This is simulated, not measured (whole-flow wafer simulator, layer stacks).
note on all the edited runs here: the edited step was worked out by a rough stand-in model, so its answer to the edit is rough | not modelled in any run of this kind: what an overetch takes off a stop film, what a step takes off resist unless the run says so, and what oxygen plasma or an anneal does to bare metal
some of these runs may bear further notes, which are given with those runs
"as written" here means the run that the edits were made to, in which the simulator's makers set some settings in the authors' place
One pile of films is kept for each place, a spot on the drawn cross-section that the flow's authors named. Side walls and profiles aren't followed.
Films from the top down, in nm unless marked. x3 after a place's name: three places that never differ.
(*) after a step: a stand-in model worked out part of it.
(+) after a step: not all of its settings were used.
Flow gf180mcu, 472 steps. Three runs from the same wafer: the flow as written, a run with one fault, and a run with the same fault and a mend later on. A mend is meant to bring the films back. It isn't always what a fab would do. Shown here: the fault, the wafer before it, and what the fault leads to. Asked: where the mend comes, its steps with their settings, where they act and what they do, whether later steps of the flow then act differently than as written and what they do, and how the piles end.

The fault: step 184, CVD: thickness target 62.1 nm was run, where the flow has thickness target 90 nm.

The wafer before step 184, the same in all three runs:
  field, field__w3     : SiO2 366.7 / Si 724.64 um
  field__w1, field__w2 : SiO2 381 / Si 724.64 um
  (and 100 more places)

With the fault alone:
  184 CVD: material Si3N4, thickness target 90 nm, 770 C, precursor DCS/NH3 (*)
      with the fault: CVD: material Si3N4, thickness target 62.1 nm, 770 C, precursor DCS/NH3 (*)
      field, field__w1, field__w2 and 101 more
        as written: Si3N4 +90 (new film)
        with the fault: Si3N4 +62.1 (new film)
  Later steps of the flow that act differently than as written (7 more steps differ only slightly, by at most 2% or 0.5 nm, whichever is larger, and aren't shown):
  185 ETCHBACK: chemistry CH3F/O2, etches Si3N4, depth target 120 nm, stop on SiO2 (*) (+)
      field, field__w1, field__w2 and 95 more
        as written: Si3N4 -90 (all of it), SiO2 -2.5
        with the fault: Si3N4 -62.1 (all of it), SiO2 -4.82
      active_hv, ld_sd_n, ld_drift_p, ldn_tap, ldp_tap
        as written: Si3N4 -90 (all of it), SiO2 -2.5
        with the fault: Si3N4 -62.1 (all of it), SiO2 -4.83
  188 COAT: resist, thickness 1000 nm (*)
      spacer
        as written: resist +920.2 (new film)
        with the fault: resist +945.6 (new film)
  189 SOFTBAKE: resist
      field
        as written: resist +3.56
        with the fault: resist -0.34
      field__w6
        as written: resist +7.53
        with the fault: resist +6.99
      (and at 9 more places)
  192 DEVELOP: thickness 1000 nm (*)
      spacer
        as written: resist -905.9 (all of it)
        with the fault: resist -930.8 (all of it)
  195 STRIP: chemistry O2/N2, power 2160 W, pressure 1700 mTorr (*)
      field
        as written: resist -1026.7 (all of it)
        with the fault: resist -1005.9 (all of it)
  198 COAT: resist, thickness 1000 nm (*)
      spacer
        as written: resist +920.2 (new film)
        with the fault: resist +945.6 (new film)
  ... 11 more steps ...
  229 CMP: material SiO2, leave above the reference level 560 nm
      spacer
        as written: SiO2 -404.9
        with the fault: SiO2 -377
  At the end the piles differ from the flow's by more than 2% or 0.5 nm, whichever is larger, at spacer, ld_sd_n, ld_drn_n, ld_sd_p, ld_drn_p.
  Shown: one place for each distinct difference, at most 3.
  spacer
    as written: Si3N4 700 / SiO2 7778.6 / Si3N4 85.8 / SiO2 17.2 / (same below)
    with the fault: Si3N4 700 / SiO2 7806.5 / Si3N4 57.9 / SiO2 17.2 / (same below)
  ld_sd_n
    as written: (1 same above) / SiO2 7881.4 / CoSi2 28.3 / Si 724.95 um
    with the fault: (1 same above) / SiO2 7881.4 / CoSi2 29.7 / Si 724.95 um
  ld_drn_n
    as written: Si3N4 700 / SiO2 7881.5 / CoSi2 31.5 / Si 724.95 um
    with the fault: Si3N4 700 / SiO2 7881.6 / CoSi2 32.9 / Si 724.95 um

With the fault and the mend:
  The mend comes after step 184.
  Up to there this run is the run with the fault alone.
  184a CVD: material Si3N4, thickness target 27.9 nm, 770 C, precursor DCS/NH3 (*) (the flow's step 184 once more, with other settings)
      field, field__w1, field__w2 and 101 more
        Si3N4 +27.9
  No later step of the flow acts differently than as written, at any place that is followed, by more than 2% or 0.5 nm, whichever is larger.
  At the end the piles are the same as the flow's at every place that both follow.
